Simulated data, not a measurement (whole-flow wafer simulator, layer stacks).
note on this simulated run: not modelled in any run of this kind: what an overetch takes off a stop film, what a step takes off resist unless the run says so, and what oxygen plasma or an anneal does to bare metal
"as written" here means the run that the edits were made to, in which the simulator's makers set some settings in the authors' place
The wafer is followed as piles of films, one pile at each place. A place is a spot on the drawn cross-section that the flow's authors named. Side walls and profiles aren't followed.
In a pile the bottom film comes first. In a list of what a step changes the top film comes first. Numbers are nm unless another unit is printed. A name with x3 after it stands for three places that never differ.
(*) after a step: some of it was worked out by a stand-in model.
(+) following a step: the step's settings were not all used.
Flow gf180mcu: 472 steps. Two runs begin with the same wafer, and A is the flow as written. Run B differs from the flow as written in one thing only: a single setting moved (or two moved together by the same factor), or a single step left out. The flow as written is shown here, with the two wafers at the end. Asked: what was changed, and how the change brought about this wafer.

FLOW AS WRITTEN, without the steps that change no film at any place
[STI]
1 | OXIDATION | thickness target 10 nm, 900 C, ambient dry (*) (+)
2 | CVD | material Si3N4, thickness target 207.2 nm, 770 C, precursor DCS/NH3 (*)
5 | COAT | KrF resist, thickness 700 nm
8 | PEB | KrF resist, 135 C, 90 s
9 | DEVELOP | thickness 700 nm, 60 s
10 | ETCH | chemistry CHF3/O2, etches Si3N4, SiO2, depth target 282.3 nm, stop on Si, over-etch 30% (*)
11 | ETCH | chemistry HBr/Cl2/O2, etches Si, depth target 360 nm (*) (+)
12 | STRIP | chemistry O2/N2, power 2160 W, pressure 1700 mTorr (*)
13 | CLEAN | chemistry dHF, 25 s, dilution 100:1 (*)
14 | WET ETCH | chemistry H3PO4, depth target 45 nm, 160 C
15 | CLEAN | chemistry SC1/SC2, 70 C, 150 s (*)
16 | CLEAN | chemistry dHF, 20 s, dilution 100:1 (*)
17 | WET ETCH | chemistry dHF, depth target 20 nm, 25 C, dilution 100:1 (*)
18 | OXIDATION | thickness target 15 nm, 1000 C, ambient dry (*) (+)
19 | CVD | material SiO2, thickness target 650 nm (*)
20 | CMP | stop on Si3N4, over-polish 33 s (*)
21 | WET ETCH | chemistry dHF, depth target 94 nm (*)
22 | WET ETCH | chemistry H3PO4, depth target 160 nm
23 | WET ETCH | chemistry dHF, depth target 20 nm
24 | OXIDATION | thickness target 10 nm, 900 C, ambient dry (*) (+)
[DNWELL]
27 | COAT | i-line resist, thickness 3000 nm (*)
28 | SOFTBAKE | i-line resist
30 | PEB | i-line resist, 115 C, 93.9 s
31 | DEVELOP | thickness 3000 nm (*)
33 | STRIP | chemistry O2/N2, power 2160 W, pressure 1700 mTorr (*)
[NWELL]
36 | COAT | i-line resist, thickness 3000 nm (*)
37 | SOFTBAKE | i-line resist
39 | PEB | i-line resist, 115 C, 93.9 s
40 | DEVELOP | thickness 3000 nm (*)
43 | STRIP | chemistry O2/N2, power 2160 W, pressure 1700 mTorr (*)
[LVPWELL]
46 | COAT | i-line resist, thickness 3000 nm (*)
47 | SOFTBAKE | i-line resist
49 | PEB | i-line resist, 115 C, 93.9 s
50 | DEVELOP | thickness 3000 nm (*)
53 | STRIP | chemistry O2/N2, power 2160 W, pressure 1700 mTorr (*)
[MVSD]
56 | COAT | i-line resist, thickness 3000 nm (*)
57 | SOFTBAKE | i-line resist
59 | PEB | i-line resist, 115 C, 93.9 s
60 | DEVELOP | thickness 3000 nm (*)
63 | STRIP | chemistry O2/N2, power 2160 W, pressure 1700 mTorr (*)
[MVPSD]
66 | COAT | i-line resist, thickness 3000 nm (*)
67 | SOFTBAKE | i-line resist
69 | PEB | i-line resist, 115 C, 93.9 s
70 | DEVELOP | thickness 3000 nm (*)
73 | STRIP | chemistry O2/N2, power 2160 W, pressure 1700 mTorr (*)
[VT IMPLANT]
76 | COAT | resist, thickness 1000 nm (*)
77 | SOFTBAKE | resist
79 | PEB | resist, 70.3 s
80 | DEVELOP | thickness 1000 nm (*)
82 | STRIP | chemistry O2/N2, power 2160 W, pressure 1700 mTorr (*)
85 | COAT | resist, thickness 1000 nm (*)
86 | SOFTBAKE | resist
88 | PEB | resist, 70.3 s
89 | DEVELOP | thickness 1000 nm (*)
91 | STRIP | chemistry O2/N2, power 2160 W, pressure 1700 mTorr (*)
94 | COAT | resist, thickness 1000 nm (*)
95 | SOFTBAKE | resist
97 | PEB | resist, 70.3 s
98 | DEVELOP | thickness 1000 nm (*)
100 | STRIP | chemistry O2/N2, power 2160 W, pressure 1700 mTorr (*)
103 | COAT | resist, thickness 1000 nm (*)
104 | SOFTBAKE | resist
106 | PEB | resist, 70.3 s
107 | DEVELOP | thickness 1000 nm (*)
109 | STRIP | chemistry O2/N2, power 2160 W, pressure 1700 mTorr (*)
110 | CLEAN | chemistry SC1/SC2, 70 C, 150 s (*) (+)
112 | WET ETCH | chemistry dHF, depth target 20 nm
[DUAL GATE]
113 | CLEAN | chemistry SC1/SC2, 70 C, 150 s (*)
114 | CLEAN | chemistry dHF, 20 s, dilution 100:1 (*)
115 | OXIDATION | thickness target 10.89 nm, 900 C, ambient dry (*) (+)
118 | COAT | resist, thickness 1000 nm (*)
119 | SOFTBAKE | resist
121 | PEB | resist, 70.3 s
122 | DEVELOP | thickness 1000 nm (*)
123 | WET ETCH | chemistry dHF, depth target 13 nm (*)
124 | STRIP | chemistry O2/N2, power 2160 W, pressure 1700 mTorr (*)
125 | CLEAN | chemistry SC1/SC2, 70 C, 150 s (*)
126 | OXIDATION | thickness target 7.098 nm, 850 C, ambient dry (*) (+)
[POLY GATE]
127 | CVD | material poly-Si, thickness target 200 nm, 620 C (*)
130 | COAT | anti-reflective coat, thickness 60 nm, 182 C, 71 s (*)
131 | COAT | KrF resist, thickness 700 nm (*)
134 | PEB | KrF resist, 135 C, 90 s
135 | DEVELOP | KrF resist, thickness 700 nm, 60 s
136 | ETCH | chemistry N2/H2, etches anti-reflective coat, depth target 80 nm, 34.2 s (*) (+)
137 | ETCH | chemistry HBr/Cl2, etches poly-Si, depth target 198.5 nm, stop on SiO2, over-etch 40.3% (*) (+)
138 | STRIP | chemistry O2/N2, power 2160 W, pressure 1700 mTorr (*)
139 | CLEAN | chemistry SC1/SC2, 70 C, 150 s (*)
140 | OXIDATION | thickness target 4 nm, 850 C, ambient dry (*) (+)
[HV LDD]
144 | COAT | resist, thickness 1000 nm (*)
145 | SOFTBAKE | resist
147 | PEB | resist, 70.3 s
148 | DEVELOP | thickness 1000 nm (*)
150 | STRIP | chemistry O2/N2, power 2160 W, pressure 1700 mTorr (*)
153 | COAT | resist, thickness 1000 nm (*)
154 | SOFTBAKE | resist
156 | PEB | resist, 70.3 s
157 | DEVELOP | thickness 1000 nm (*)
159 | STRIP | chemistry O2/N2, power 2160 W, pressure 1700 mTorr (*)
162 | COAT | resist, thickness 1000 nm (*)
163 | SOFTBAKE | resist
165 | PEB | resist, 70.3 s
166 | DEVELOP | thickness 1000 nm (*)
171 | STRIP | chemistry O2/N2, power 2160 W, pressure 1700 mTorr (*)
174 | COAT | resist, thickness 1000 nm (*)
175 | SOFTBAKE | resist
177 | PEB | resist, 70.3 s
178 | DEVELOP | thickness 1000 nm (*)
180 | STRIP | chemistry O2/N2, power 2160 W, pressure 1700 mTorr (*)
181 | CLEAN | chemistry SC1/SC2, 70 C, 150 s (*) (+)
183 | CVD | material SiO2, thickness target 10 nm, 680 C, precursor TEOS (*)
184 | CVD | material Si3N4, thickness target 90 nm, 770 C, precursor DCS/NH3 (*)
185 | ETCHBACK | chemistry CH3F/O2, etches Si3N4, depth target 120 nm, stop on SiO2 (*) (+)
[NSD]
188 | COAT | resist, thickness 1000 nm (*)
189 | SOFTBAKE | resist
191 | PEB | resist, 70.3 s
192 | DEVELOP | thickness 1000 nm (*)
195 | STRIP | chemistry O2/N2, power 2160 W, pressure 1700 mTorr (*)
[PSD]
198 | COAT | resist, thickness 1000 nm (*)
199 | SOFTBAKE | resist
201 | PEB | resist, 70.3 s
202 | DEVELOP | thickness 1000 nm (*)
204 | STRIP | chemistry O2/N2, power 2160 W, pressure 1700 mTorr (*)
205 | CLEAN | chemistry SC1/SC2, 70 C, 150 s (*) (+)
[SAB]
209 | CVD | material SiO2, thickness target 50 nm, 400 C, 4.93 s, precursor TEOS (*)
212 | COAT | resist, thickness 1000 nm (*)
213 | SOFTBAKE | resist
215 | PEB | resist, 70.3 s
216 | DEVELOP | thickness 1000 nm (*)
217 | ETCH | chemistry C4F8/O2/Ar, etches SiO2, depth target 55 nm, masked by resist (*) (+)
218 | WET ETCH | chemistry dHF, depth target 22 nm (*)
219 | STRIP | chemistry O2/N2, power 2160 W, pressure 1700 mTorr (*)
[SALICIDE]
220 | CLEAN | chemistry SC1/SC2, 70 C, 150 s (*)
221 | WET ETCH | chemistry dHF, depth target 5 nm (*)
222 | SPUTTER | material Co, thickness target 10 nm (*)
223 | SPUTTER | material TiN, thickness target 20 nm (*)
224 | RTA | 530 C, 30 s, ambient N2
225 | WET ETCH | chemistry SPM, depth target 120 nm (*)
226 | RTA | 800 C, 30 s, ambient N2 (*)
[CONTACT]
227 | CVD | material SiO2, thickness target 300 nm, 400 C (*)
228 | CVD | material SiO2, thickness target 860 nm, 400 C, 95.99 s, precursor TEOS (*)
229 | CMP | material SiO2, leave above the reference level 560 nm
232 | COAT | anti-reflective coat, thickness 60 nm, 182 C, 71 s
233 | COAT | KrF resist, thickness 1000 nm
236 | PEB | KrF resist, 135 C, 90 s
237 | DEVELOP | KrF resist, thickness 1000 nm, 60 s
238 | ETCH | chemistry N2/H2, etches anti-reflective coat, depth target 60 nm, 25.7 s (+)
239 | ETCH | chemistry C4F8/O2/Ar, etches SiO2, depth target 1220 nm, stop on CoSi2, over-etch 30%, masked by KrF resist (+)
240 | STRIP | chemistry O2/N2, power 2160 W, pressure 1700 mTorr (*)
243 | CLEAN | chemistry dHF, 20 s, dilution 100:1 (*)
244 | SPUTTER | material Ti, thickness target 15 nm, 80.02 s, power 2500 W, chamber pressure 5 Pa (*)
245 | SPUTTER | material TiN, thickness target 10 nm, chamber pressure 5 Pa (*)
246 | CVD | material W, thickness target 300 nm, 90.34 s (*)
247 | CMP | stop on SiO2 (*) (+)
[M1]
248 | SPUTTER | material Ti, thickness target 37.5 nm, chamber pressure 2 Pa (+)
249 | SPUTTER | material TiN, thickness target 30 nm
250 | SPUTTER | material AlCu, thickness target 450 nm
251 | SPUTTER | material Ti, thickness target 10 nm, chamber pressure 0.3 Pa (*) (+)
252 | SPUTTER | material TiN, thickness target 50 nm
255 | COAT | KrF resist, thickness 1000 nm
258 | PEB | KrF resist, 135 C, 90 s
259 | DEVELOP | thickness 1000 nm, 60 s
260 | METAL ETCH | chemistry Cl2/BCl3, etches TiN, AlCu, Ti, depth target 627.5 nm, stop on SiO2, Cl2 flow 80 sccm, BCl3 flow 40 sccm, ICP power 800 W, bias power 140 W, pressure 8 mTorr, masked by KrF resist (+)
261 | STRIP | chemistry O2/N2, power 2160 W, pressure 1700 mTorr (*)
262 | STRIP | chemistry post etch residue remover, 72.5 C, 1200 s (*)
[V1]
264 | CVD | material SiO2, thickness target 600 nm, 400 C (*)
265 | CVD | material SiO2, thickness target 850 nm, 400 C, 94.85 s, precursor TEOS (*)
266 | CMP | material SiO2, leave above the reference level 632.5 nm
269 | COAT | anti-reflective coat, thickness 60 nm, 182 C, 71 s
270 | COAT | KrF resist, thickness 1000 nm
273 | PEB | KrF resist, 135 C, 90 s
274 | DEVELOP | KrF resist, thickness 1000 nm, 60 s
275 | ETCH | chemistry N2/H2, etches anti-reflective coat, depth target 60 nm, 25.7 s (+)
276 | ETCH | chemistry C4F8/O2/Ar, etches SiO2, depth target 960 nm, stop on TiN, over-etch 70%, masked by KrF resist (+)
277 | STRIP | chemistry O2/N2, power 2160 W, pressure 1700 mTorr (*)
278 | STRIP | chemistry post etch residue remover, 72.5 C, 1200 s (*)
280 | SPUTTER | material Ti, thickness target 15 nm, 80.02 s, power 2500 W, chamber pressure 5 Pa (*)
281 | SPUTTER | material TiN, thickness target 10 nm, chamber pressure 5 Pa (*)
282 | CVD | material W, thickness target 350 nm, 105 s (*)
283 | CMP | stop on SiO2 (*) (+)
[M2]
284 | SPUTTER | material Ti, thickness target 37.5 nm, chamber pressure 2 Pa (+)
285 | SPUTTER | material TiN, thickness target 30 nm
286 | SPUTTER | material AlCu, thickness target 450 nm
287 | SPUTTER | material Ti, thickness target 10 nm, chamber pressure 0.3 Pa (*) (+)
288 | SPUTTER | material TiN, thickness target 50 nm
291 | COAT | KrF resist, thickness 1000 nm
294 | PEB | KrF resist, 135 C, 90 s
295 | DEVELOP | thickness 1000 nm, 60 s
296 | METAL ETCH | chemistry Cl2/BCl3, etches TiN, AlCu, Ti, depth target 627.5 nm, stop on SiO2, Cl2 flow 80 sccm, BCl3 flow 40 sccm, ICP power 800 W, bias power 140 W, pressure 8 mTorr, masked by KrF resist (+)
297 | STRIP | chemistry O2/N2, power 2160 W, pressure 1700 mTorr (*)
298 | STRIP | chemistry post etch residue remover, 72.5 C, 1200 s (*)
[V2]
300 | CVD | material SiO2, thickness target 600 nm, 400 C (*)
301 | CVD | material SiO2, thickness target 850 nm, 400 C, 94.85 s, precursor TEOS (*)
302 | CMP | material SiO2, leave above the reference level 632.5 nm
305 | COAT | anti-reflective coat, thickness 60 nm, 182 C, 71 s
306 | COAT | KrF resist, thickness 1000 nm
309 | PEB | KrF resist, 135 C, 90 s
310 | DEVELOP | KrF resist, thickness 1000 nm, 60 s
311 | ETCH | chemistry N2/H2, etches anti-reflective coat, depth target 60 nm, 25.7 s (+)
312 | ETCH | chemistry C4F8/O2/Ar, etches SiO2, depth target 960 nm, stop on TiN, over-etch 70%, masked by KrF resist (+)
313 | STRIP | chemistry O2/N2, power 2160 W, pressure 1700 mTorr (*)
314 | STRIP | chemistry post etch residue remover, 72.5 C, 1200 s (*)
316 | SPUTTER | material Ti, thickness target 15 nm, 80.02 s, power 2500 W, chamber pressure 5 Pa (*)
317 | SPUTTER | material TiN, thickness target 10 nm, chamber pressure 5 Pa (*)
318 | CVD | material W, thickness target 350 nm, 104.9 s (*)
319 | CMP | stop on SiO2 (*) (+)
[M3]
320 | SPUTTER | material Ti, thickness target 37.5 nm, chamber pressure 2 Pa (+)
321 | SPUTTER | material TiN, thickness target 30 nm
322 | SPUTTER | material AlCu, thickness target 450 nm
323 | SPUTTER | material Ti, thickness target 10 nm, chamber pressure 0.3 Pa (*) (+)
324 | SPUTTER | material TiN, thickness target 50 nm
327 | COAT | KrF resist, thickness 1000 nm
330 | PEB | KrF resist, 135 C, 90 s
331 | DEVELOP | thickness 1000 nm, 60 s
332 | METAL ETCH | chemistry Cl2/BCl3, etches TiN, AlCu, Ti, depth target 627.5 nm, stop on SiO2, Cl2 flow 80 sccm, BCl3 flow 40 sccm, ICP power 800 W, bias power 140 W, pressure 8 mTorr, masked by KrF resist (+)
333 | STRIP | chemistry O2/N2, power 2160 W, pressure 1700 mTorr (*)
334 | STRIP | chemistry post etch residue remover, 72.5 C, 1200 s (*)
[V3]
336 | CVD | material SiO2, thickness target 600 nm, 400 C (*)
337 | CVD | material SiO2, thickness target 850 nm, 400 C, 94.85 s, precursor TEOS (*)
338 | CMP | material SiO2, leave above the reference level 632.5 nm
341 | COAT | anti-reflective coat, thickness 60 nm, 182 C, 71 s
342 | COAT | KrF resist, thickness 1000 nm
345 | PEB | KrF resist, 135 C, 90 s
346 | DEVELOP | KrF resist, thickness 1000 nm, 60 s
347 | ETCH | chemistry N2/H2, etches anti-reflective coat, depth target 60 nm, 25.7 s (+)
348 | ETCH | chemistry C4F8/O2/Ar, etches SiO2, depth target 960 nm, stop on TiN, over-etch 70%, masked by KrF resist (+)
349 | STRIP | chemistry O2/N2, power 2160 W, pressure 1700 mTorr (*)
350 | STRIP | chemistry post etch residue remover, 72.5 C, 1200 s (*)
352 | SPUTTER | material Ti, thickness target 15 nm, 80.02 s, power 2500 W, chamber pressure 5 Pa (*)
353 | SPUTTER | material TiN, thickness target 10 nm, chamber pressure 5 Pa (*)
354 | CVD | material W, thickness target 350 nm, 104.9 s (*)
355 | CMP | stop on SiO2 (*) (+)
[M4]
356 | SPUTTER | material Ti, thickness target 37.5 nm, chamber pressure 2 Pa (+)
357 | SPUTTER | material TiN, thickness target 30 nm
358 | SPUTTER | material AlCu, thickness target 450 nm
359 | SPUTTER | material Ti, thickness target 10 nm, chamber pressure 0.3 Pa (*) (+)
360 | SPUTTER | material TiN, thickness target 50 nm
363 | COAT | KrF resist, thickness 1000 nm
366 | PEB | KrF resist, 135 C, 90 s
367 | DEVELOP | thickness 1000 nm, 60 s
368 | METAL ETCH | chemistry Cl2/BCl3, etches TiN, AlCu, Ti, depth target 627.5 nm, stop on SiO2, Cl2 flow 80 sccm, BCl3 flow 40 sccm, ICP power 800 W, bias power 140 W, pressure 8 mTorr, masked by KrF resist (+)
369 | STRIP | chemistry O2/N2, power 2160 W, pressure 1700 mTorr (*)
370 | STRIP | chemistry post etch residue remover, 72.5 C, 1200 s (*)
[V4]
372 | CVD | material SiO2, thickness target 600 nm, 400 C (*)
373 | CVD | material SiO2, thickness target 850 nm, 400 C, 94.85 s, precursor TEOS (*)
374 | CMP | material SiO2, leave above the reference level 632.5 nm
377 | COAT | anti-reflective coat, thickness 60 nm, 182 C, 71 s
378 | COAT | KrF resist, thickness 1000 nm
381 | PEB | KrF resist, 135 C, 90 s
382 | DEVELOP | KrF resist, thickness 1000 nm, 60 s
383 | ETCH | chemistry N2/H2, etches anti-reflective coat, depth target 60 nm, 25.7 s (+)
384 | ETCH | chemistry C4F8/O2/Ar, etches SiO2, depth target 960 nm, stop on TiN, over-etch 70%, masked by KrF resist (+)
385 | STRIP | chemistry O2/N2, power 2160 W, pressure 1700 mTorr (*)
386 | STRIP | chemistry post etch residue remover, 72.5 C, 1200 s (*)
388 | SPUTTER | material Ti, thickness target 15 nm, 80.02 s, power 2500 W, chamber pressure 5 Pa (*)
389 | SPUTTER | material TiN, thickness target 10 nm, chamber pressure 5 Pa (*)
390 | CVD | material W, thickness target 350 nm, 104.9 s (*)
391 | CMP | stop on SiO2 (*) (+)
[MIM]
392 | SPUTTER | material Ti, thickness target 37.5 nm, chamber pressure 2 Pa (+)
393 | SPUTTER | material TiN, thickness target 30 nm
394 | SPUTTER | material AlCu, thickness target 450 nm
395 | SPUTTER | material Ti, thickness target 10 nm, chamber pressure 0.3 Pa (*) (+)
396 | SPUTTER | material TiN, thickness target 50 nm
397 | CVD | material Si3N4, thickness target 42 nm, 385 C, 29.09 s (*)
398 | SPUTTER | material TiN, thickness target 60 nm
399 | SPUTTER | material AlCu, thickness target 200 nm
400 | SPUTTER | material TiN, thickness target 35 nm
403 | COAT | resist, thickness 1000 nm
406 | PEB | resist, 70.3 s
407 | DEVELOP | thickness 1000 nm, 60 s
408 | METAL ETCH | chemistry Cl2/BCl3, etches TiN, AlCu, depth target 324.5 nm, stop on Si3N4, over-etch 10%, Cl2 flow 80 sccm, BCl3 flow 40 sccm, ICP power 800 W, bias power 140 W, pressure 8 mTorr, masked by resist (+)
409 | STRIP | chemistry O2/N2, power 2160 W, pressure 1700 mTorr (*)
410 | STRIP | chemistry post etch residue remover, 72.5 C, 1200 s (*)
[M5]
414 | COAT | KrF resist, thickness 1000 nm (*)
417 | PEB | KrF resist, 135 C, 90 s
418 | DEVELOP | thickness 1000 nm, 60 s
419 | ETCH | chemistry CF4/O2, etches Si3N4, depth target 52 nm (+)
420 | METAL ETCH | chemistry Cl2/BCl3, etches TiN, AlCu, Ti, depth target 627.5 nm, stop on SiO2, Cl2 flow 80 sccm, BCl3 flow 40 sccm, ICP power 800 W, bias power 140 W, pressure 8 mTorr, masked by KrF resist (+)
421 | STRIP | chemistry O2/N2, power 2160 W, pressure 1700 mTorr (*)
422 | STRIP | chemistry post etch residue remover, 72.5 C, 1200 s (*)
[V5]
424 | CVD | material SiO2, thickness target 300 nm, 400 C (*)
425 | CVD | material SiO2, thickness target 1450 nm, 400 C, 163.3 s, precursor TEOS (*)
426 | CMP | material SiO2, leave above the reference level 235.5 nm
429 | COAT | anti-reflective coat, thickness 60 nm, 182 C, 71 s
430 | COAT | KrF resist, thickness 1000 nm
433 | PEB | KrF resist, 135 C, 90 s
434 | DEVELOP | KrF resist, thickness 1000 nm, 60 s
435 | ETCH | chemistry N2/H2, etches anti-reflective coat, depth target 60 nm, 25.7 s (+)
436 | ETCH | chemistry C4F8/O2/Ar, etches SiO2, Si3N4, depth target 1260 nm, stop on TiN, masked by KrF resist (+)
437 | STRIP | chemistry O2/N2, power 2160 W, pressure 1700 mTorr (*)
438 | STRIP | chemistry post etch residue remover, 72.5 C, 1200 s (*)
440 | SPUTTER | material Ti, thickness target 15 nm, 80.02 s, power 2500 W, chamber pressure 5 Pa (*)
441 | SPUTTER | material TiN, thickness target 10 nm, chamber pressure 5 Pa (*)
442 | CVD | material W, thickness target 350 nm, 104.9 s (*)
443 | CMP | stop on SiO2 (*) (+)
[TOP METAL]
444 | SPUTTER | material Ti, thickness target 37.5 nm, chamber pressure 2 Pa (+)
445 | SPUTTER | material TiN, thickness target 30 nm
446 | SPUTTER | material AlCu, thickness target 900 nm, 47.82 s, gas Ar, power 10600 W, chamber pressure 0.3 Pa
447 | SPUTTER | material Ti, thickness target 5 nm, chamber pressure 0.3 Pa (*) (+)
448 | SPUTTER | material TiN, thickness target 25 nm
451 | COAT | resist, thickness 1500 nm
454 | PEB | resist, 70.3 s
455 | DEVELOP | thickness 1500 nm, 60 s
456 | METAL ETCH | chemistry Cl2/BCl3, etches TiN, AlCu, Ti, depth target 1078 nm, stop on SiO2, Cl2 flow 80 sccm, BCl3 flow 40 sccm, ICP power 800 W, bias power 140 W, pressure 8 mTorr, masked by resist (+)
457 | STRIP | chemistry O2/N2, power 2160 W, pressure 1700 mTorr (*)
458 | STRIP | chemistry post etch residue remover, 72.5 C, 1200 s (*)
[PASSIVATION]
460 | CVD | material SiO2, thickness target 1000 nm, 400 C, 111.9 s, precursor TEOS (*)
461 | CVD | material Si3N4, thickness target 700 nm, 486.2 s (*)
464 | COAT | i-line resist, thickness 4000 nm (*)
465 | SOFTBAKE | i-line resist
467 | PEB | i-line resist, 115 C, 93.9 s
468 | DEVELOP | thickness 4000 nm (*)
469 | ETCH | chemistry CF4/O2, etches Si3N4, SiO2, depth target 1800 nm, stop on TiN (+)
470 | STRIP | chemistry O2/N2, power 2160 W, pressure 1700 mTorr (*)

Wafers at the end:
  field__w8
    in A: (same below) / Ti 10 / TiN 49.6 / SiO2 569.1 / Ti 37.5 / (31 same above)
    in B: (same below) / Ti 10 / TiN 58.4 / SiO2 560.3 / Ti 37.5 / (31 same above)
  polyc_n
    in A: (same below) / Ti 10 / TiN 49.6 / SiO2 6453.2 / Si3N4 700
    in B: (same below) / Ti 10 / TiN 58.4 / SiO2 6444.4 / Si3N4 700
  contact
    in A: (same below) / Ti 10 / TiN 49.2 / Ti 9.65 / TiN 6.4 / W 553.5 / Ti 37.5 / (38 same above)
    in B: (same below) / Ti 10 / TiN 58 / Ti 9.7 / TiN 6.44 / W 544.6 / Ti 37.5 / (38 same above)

The reason: step 252, SPUTTER: thickness target 58.8 nm was run, though the flow has thickness target 50 nm.

The path from the change to this, step by step:
  252 | SPUTTER | material TiN, thickness target 50 nm
      field, field__w1, field__w2 and 108 more: A +50 TiN (new film) | B +58.8 TiN (new film)
  260 | METAL ETCH | chemistry Cl2/BCl3, etches TiN, AlCu, Ti, depth target 627.5 nm, stop on SiO2, Cl2 flow 80 sccm, BCl3 flow 40 sccm, ICP power 800 W, bias power 140 W, pressure 8 mTorr, masked by KrF resist (+)
      field, field__w1, field__w2 and 99 more: A -50 TiN (all of it), -10 Ti (all of it), -450 AlCu (all of it), -30 TiN (all of it), -37.5 Ti (all of it) | B -58.8 TiN (all of it), -10 Ti (all of it), -450 AlCu (all of it), -30 TiN (all of it), -37.5 Ti (all of it)
